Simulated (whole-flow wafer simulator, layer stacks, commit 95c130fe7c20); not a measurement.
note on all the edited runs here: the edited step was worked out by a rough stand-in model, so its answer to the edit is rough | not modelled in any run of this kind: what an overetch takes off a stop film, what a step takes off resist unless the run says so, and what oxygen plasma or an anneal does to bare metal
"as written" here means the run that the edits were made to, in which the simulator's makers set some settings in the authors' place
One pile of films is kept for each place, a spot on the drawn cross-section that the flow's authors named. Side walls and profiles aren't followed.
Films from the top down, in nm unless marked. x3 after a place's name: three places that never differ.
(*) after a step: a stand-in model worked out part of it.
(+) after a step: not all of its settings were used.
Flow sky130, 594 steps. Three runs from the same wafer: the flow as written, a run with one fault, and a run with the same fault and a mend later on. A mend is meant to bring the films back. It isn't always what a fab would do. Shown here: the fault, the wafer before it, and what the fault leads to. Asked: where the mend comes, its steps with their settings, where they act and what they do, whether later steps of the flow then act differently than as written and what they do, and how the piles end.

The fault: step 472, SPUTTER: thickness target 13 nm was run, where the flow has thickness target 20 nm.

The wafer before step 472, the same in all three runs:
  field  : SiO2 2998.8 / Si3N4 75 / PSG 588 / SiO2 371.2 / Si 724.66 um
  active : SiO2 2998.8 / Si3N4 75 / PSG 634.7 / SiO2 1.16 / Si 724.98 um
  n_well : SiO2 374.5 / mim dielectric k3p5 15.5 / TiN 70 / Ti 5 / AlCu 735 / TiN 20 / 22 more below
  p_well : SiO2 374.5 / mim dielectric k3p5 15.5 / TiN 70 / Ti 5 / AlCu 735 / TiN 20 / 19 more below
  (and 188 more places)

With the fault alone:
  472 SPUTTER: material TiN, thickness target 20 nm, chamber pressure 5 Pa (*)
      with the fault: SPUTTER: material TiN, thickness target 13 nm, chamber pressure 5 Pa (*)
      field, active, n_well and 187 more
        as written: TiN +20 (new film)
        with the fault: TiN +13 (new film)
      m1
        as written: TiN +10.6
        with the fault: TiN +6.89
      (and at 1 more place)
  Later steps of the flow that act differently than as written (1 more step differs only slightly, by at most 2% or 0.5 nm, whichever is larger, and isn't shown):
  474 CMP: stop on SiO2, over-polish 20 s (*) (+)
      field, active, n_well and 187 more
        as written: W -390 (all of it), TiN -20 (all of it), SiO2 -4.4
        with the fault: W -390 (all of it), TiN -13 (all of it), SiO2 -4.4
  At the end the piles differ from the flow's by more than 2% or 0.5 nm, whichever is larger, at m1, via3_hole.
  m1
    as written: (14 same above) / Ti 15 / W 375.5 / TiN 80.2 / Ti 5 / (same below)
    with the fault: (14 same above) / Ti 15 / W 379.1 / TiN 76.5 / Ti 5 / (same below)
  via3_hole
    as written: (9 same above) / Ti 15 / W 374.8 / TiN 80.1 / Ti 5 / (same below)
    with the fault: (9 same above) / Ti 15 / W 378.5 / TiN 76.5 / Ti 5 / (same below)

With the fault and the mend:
  The mend comes after step 472.
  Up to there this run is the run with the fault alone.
  472a SPUTTER: material TiN, thickness target 7 nm, chamber pressure 5 Pa (*) (the flow's step 472 once more, with other settings)
      field, active, n_well and 187 more
        TiN +7
      m1
        TiN +3.68
      via3_hole
        TiN +3.65
  No later step of the flow acts differently than as written at any place that is followed.
  At the end the piles differ from the flow's only slightly at the places that both follow, by at most 2% or 0.5 nm, whichever is larger.
